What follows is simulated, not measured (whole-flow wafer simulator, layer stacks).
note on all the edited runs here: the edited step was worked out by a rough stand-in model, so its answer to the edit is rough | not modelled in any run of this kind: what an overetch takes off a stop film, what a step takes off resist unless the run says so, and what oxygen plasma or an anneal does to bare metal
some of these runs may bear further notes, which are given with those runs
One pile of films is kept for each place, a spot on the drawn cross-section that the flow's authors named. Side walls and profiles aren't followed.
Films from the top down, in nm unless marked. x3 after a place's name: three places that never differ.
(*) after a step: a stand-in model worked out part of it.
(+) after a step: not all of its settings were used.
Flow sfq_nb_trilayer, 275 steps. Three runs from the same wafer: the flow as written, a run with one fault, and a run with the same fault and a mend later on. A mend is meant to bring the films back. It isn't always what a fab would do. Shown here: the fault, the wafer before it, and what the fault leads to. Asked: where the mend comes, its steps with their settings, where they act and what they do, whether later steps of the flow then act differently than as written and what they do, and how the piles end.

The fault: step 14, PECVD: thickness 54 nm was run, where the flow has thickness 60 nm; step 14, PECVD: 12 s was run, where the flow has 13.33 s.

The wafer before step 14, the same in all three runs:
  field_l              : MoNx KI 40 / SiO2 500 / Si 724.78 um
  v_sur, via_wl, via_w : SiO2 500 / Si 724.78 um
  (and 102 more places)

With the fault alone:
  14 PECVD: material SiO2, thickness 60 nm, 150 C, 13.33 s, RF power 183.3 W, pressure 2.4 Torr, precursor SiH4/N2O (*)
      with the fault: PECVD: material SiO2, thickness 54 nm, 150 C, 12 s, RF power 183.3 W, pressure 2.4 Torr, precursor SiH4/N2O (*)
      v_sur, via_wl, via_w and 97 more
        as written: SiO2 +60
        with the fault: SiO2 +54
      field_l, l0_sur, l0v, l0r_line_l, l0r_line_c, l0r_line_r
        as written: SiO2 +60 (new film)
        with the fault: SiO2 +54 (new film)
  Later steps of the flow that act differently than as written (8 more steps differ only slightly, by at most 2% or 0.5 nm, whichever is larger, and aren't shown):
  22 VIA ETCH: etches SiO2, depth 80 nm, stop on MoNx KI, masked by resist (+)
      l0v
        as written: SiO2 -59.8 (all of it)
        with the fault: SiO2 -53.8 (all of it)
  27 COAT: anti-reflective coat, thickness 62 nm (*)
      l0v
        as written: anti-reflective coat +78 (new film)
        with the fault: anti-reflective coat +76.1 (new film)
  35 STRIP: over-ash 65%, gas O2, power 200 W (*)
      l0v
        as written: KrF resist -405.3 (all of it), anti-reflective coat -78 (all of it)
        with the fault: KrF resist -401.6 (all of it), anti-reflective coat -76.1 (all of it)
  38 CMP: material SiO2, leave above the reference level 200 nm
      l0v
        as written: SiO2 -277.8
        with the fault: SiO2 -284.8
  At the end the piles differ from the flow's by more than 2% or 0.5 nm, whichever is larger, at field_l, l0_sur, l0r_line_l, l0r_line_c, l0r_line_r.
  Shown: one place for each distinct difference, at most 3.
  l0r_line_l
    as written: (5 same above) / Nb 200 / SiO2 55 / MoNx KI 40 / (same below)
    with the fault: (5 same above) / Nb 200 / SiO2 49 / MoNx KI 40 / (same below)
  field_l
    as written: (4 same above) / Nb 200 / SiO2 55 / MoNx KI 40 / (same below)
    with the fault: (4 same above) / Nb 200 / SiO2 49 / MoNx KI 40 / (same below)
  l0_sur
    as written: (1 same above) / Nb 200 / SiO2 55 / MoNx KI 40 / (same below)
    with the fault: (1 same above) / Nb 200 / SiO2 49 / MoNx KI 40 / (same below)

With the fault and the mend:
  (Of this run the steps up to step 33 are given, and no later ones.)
  The mend comes after step 14.
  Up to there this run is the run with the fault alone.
  14a PECVD: material SiO2, thickness 6 nm, 150 C, 1.333 s, RF power 183.3 W, pressure 2.4 Torr, precursor SiH4/N2O (the flow's step 14 once more, with other settings)
      field_l, v_sur, via_wl and 103 more
        SiO2 +6
  No later step of the flow up to step 33 acts differently than as written, at any place that is followed, by more than 2% or 0.5 nm, whichever is larger.
  After step 33 the piles are the same as the flow's at every place that both follow.
